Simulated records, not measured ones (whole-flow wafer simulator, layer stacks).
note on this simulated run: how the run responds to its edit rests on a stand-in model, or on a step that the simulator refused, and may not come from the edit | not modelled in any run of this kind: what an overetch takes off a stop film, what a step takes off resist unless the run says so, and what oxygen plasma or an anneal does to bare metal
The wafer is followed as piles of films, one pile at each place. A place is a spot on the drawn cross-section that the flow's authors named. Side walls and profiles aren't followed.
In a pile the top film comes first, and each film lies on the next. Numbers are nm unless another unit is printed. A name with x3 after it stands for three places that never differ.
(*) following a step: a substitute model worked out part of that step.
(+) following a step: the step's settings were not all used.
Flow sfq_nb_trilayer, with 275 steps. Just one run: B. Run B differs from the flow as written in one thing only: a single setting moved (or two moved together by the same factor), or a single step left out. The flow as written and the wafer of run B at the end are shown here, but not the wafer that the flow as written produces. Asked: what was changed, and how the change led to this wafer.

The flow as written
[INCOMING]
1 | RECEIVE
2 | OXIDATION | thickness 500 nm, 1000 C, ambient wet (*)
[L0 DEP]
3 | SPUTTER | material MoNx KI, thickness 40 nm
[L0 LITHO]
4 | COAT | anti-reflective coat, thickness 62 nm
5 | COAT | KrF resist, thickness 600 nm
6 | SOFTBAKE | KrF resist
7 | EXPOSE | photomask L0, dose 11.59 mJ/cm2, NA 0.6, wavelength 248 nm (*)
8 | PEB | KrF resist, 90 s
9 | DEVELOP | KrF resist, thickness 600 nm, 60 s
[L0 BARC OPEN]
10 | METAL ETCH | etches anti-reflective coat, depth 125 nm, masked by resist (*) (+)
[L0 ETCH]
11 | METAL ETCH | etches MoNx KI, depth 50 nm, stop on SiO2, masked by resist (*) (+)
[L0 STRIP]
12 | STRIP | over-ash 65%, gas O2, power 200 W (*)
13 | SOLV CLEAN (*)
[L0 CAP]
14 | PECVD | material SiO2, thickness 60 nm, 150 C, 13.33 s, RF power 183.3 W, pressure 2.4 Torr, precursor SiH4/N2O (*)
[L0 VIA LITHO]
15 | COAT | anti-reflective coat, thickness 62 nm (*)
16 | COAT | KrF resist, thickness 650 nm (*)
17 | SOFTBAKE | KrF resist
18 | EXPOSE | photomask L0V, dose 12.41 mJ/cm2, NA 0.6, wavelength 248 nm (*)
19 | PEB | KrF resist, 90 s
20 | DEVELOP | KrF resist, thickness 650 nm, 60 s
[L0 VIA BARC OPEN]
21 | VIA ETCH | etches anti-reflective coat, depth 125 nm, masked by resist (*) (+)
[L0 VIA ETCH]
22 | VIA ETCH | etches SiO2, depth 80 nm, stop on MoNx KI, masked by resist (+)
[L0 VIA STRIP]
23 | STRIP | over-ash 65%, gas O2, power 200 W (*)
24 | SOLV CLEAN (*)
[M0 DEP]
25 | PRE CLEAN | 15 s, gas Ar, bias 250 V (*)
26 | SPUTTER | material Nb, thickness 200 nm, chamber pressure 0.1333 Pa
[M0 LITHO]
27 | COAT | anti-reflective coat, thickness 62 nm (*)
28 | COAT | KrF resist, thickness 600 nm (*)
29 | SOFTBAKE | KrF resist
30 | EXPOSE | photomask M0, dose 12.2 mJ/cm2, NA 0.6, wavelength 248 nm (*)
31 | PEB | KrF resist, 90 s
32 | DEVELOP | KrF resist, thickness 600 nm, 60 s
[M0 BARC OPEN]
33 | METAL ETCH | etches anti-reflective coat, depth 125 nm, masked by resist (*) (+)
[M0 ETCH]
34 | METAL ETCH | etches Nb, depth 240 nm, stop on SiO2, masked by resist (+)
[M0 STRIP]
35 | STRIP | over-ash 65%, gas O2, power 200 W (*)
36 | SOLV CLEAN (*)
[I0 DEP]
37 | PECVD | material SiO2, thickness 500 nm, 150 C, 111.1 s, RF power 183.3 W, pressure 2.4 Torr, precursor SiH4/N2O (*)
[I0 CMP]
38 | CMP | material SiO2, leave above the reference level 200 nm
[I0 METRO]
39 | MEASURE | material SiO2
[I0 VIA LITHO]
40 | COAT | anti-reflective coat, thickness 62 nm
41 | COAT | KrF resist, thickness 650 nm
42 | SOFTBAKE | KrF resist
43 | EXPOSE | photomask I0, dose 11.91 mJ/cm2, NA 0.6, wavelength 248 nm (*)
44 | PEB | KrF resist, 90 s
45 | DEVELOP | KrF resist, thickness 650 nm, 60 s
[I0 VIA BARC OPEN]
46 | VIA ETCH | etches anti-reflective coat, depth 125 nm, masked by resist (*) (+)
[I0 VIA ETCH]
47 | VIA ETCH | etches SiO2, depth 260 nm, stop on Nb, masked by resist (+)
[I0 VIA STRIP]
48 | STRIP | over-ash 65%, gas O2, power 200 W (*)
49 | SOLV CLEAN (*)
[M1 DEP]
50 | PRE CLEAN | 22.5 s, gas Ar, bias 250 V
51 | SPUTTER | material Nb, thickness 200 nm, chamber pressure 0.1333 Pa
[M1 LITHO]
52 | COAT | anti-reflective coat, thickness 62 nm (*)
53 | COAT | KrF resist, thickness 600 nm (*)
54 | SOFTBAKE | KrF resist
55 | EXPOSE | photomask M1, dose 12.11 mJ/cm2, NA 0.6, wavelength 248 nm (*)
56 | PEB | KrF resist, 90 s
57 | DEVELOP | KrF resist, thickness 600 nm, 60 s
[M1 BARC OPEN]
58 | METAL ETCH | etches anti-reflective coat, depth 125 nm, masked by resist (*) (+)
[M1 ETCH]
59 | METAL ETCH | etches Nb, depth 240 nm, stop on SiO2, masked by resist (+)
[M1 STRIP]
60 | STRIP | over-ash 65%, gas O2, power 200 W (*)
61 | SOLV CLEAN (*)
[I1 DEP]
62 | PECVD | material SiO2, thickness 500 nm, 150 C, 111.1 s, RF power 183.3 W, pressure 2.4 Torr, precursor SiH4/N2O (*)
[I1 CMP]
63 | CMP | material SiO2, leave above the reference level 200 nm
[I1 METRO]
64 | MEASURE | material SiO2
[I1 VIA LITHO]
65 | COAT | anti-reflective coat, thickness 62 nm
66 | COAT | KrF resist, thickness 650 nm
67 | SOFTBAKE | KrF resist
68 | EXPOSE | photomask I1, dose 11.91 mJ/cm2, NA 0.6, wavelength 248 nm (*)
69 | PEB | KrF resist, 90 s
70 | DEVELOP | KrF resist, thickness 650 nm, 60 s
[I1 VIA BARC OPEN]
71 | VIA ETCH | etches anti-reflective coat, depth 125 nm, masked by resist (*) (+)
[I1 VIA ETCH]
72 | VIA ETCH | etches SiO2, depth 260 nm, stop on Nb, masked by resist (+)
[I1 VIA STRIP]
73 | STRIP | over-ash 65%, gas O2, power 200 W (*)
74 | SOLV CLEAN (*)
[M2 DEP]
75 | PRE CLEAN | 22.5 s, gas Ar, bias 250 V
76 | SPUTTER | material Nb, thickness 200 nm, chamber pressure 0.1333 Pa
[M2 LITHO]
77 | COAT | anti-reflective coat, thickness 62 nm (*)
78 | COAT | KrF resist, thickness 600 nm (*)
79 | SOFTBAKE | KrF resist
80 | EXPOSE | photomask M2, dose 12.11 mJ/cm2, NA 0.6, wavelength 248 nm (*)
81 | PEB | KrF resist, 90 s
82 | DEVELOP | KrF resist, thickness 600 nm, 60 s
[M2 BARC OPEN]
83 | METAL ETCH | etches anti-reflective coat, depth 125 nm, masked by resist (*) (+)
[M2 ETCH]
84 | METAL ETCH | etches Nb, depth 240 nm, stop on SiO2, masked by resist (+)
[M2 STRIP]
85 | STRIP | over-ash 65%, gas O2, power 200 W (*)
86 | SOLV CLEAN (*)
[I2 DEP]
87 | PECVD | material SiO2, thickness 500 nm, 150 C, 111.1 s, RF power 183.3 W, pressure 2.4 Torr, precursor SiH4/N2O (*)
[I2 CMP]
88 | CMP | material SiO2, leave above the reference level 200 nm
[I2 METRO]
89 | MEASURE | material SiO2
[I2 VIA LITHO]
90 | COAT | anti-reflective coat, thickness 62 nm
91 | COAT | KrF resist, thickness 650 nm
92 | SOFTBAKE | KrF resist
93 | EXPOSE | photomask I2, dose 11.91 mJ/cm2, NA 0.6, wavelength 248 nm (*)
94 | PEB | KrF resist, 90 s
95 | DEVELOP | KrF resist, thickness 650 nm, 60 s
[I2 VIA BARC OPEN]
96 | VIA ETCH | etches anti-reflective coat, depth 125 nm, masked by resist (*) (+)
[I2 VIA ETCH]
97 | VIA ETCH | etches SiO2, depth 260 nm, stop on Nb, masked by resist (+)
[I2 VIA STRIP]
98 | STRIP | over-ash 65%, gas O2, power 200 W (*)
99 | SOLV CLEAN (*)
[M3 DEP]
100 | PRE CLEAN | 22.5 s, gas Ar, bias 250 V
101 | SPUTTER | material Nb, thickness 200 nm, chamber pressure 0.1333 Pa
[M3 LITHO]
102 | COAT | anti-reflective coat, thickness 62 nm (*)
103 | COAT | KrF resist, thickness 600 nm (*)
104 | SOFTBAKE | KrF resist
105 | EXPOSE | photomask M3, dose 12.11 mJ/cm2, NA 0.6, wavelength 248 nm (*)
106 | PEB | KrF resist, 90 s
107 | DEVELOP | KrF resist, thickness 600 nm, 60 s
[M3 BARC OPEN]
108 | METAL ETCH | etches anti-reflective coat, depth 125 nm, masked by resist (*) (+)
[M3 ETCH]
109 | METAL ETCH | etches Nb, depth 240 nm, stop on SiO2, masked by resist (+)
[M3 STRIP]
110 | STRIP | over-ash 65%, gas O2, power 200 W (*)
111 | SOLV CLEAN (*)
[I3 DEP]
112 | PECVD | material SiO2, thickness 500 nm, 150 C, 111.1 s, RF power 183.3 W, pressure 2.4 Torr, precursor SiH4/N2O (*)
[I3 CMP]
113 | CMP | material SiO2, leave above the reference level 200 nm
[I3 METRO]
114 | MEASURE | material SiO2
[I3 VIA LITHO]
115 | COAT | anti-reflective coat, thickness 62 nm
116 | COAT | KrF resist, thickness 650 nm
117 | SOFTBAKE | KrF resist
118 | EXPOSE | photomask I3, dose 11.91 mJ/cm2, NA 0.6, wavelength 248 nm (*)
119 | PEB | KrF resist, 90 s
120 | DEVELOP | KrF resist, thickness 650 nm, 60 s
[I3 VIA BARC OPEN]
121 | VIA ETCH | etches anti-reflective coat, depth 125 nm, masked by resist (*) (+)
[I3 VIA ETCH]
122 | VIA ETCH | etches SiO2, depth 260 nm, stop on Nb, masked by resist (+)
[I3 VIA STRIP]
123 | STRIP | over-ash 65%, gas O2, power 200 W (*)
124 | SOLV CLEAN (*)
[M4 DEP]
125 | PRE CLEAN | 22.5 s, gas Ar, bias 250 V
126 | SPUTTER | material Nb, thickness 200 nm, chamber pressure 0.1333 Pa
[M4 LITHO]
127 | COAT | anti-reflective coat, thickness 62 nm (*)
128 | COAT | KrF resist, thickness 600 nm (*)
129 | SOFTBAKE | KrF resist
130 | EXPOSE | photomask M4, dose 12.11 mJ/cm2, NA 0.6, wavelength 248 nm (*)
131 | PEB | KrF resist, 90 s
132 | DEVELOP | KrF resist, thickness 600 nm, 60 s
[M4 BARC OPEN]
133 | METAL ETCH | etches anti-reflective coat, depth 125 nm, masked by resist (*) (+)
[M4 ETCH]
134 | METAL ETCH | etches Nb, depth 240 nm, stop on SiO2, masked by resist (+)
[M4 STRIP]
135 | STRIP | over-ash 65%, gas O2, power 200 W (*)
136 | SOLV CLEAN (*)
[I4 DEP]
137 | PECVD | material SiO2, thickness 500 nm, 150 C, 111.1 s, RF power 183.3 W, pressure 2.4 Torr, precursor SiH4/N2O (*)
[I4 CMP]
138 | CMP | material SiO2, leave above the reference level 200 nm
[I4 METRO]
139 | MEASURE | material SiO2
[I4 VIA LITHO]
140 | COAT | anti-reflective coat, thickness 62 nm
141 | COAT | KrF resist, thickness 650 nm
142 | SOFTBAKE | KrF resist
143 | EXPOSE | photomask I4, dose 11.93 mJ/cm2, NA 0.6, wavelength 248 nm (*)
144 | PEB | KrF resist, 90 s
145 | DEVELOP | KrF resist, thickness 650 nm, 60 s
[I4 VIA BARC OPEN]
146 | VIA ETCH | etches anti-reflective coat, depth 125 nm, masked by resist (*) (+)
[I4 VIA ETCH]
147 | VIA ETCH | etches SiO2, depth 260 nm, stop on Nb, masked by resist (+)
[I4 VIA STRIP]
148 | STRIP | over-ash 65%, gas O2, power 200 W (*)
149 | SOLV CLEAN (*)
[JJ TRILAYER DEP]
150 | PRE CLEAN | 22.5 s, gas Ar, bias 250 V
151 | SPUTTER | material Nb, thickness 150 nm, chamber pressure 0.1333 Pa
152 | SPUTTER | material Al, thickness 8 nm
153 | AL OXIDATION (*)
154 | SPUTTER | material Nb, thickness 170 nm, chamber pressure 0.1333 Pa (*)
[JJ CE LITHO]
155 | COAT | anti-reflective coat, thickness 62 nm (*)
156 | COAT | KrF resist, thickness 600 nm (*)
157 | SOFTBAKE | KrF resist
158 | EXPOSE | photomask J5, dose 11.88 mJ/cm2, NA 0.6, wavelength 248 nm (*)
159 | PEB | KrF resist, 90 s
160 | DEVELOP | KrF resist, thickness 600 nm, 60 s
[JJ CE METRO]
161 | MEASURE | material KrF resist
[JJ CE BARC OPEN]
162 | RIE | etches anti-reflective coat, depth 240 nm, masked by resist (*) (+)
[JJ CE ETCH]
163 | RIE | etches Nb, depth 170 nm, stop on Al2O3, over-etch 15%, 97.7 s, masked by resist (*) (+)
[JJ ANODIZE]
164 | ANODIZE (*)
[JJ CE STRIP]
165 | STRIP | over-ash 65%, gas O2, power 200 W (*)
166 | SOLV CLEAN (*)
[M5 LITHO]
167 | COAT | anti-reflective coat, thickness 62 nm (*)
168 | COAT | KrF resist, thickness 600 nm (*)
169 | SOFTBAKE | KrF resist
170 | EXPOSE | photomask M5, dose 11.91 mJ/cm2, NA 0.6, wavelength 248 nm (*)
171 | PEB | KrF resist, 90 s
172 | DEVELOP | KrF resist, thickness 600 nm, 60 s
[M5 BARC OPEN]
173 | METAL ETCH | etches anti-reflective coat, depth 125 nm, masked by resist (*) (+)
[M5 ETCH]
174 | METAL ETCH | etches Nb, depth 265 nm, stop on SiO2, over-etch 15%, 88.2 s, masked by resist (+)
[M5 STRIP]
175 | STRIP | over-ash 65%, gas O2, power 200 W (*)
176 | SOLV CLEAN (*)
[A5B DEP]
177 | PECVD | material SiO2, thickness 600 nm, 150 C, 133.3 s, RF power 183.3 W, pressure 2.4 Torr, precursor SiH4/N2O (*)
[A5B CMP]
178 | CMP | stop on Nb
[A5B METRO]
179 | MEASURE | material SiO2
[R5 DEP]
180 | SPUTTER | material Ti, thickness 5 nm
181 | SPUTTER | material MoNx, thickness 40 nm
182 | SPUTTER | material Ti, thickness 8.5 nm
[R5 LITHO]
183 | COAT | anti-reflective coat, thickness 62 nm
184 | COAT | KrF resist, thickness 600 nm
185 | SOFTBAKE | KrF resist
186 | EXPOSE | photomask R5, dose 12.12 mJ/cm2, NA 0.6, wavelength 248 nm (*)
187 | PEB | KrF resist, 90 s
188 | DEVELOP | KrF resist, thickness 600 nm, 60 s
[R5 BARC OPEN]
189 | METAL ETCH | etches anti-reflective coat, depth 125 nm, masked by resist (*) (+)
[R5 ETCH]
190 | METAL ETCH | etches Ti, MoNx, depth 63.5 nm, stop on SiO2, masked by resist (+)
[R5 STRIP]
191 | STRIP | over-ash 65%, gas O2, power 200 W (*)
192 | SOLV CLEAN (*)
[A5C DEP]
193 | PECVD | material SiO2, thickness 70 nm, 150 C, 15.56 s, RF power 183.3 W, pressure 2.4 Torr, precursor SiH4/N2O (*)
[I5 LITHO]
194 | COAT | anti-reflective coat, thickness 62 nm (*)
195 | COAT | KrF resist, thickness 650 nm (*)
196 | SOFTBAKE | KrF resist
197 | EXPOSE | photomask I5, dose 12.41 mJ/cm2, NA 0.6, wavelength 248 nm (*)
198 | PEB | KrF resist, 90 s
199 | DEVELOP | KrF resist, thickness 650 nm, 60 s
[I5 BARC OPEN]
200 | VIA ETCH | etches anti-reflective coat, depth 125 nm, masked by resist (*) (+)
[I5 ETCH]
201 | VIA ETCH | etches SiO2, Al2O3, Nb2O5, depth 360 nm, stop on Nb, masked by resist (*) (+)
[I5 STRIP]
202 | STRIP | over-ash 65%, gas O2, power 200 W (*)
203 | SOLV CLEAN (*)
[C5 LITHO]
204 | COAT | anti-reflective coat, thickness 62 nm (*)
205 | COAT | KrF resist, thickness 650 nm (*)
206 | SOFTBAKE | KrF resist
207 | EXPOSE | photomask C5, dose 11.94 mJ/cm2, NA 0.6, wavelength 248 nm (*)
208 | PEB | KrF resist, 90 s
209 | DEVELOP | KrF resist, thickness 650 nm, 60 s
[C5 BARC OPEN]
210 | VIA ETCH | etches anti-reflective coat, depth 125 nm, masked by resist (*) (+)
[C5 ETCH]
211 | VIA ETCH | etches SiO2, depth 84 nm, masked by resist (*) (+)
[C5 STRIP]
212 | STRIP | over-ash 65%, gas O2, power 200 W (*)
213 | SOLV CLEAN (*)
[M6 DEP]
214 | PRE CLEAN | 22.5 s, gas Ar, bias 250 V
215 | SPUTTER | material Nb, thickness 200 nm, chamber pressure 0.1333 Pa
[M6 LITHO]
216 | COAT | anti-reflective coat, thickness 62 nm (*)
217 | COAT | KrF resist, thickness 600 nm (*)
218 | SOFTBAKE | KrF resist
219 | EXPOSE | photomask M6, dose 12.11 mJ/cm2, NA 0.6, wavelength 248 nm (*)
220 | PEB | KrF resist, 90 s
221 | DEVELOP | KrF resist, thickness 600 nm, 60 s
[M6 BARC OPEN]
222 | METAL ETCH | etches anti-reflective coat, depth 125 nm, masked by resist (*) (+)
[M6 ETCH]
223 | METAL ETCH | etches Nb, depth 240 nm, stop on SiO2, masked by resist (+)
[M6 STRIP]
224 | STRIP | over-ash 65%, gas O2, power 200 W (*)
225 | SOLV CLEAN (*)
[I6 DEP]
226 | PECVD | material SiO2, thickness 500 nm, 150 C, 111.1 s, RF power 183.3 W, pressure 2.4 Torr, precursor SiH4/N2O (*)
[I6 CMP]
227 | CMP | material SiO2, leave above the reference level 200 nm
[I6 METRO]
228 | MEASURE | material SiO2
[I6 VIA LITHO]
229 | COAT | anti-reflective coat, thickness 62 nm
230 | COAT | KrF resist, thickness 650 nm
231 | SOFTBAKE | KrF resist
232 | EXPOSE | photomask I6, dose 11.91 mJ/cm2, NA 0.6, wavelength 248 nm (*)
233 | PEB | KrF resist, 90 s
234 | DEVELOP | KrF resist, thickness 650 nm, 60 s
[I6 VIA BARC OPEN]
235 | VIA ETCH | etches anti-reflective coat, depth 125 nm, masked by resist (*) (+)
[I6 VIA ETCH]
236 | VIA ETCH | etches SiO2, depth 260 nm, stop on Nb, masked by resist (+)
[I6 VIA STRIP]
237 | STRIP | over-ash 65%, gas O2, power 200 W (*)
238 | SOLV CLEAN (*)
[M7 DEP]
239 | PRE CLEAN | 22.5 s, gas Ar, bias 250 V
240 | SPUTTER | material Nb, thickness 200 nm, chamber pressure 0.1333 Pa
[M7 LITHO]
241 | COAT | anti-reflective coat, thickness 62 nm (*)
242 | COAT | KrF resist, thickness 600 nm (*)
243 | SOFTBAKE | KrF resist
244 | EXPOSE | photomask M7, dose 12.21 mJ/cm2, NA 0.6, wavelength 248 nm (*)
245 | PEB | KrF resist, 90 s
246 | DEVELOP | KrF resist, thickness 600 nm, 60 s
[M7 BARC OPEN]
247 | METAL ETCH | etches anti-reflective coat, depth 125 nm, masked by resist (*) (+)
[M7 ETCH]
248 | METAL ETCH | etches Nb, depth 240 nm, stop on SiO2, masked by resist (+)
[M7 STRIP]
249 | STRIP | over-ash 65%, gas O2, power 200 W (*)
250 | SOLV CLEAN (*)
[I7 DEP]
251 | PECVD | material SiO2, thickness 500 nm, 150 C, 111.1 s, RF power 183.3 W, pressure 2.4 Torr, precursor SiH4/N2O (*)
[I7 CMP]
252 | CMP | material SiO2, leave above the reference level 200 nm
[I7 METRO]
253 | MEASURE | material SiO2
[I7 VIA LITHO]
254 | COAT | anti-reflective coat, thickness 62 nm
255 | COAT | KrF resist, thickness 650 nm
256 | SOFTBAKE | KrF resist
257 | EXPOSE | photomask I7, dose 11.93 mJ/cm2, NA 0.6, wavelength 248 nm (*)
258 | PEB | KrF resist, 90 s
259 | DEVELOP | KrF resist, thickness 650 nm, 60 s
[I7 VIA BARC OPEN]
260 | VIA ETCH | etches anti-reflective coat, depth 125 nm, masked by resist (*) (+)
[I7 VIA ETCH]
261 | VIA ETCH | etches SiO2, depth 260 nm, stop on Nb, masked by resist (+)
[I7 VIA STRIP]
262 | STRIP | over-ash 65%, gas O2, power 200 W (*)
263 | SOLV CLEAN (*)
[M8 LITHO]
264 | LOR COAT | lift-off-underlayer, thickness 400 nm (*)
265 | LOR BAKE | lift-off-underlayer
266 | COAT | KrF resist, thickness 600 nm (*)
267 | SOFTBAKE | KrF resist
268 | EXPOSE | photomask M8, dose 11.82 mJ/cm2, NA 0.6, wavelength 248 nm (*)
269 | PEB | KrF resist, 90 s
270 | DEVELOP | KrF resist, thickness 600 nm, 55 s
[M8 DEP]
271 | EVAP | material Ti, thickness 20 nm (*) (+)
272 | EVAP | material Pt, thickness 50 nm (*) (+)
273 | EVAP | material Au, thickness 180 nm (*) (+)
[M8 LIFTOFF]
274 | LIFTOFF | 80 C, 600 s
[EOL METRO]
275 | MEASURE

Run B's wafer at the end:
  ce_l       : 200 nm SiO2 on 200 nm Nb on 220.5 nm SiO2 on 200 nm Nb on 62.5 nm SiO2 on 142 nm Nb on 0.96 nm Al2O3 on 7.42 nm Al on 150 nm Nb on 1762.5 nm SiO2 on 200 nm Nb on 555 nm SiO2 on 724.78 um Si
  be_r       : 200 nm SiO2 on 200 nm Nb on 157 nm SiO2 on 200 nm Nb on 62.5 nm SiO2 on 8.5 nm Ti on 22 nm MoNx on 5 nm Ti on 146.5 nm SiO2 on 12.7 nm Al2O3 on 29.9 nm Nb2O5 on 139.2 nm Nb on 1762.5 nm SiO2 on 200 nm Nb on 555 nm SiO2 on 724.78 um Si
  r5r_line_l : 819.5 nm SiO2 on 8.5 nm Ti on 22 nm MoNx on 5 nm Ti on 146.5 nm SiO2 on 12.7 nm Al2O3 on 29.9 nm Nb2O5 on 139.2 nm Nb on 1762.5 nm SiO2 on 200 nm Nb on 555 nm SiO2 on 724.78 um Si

What caused this: step 181, SPUTTER: thickness 22 nm was run, whereas the flow has thickness 40 nm.
The wafer itself shows it: be_r has MoNx 22, and step 181 as written asks for 40 nm.

How this came from the change, step by step:
  181 | SPUTTER | material MoNx, thickness 40 nm
      field_l, v_sur, via_wl and 103 more: +22 MoNx (new film) (in the flow as written it would be: +40 MoNx (new film))
  190 | METAL ETCH | etches Ti, MoNx, depth 63.5 nm, stop on SiO2, masked by resist (+)
      field_l, v_sur, via_wl and 92 more: -8.5 Ti (all of it), -22 MoNx (all of it), -5 Ti (all of it) (in the flow as written it would be: -8.5 Ti (all of it), -40 MoNx (all of it), -5 Ti (all of it))
      ce_l, c5j, ce_r, wl_jj: -8.5 Ti (all of it), -22 MoNx (all of it), -5 Ti (all of it), -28 Nb (in the flow as written it would be: -8.5 Ti (all of it), -40 MoNx (all of it), -5 Ti (all of it), -10 Nb)
  194 | COAT | anti-reflective coat, thickness 62 nm (*)
      wl_j_sl, wl_j_sr: +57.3 anti-reflective coat (new film) (in the flow as written it would be: +60.2 anti-reflective coat (new film))
      r5r_spacepad_l, r5r_spacepad_r: +76.6 anti-reflective coat (new film) (in the flow as written it would be: +84.4 anti-reflective coat (new film))
      (also at 15 further places)
  202 | STRIP | over-ash 65%, gas O2, power 200 W (*)
      wl_j_sl, wl_j_sr: -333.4 KrF resist (all of it), -57.3 anti-reflective coat (all of it) (in the flow as written it would be: -333.3 KrF resist (all of it), -60.2 anti-reflective coat (all of it))
      r5r_spacepad_l, r5r_spacepad_r: -334.9 KrF resist (all of it), -76.6 anti-reflective coat (all of it) (in the flow as written it would be: -335.6 KrF resist (all of it), -84.4 anti-reflective coat (all of it))
      (also at 15 further places)
  204 | COAT | anti-reflective coat, thickness 62 nm (*)
      wl_j_sl, wl_j_sr: +57.3 anti-reflective coat (new film) (in the flow as written it would be: +60.2 anti-reflective coat (new film))
      r5r_spacepad_l, r5r_spacepad_r: +76.6 anti-reflective coat (new film) (in the flow as written it would be: +84.4 anti-reflective coat (new film))
      (also at 15 further places)
  210 | VIA ETCH | etches anti-reflective coat, depth 125 nm, masked by resist (*) (+)
      field_l, v_sur, via_wl and 101 more: -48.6 KrF resist (in the flow as written it would be: -47.4 KrF resist)
      c5j: -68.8 anti-reflective coat (all of it), -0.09 SiO2 (in the flow as written it would be: -63.9 anti-reflective coat (all of it), -0.11 SiO2)
      (also at 1 further place)
  212 | STRIP | over-ash 65%, gas O2, power 200 W (*)
      wl_j_sl, wl_j_sr: -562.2 KrF resist (all of it), -57.3 anti-reflective coat (all of it) (in the flow as written it would be: -563.4 KrF resist (all of it), -60.2 anti-reflective coat (all of it))
      r5r_spacepad_l, r5r_spacepad_r: -563.7 KrF resist (all of it), -76.6 anti-reflective coat (all of it) (in the flow as written it would be: -565.8 KrF resist (all of it), -84.4 anti-reflective coat (all of it))
      (also at 13 further places)
  216 | COAT | anti-reflective coat, thickness 62 nm (*)
      r5r_line_l, r5r_line_c, r5r_line_r: +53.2 anti-reflective coat (new film) (in the flow as written it would be: +50 anti-reflective coat (new film))
      wl_j_sl, wl_j_sr: +57.4 anti-reflective coat (new film) (in the flow as written it would be: +60.2 anti-reflective coat (new film))
      (also at 13 further places)
  222 | METAL ETCH | etches anti-reflective coat, depth 125 nm, masked by resist (*) (+)
      r5r_line_l, r5r_line_c, r5r_line_r: -53.2 anti-reflective coat (all of it) (in the flow as written it would be: -50 anti-reflective coat (all of it))
      r5r_spacepad_l, r5r_spacepad_r: -77.2 anti-reflective coat (all of it) (in the flow as written it would be: -85.7 anti-reflective coat (all of it))
      (also at 2 further places)
  224 | STRIP | over-ash 65%, gas O2, power 200 W (*)
      wl_j_sl, wl_j_sr: -382.4 KrF resist (all of it), -57.4 anti-reflective coat (all of it) (in the flow as written it would be: -382.5 KrF resist (all of it), -60.2 anti-reflective coat (all of it))
      jj_sur: -377.5 KrF resist (all of it), -52.8 anti-reflective coat (all of it) (in the flow as written it would be: -378.5 KrF resist (all of it), -56.1 anti-reflective coat (all of it))
      (also at 8 further places)
  226 | PECVD | material SiO2, thickness 500 nm, 150 C, 111.1 s, RF power 183.3 W, pressure 2.4 Torr, precursor SiH4/N2O (*)
      r5r_spacepad_l, r5r_spacepad_r: +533 SiO2 (in the flow as written it would be: +553.5 SiO2)
  227 | CMP | material SiO2, leave above the reference level 200 nm
      ce_l, ce_r, wl_jj: -272 SiO2 (in the flow as written it would be: -290 SiO2)
      be_r, r_sur, r_end: -335.5 SiO2 (in the flow as written it would be: -353.5 SiO2)
      (also at 7 further places)
